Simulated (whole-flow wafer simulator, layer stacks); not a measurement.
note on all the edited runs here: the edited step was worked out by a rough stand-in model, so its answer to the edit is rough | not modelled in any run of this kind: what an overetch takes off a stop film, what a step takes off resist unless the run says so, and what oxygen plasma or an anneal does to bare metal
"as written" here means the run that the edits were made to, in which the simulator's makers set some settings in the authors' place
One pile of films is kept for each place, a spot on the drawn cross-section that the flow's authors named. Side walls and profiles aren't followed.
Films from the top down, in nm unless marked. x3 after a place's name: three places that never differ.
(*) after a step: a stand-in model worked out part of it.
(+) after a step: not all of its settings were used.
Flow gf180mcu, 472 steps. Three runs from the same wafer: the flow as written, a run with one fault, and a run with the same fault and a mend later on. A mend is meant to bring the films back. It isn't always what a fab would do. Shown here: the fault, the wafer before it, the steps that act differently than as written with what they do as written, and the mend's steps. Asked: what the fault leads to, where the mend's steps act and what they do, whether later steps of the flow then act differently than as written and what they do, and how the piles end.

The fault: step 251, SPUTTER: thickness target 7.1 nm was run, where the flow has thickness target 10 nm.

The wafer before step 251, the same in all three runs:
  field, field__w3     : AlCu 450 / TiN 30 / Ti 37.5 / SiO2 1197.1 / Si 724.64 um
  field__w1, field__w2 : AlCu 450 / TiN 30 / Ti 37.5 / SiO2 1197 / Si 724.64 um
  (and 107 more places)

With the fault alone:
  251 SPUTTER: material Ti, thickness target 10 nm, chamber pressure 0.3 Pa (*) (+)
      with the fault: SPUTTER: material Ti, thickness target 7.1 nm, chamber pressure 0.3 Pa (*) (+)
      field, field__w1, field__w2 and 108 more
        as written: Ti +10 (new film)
        with the fault: Ti +7.1 (new film)
  Later steps of the flow that act differently than as written (5 more steps differ only slightly, by at most 2% or 0.5 nm, whichever is larger, and aren't shown):
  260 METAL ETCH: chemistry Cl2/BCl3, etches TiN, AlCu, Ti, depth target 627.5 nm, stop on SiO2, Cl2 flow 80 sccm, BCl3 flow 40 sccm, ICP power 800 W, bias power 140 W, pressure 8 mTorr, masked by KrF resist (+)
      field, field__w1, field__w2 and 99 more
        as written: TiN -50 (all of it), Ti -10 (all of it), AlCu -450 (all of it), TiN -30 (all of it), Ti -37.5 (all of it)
        with the fault: TiN -50 (all of it), Ti -7.1 (all of it), AlCu -450 (all of it), TiN -30 (all of it), Ti -37.5 (all of it)
  At the end the piles differ from the flow's by more than 2% or 0.5 nm, whichever is larger, at field__w8, contact, m1 and 6 more.
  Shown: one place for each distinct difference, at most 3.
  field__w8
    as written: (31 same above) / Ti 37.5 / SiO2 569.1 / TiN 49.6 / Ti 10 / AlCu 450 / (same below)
    with the fault: (31 same above) / Ti 37.5 / SiO2 572 / TiN 49.6 / Ti 7.1 / AlCu 450 / (same below)
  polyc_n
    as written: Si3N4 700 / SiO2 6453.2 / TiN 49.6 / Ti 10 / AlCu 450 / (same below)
    with the fault: Si3N4 700 / SiO2 6456.1 / TiN 49.6 / Ti 7.1 / AlCu 450 / (same below)
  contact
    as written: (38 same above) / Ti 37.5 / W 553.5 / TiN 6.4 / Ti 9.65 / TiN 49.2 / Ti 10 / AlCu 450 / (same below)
    with the fault: (38 same above) / Ti 37.5 / W 556.4 / TiN 6.39 / Ti 9.64 / TiN 49.2 / Ti 7.1 / AlCu 450 / (same below)

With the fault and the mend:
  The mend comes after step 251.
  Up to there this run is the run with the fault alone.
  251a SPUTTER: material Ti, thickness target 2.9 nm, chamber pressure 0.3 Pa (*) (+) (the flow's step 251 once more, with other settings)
      field, field__w1, field__w2 and 108 more
        Ti +2.9
  No later step of the flow acts differently than as written at any place that is followed.
  At the end the piles are the same as the flow's at every place that both follow.
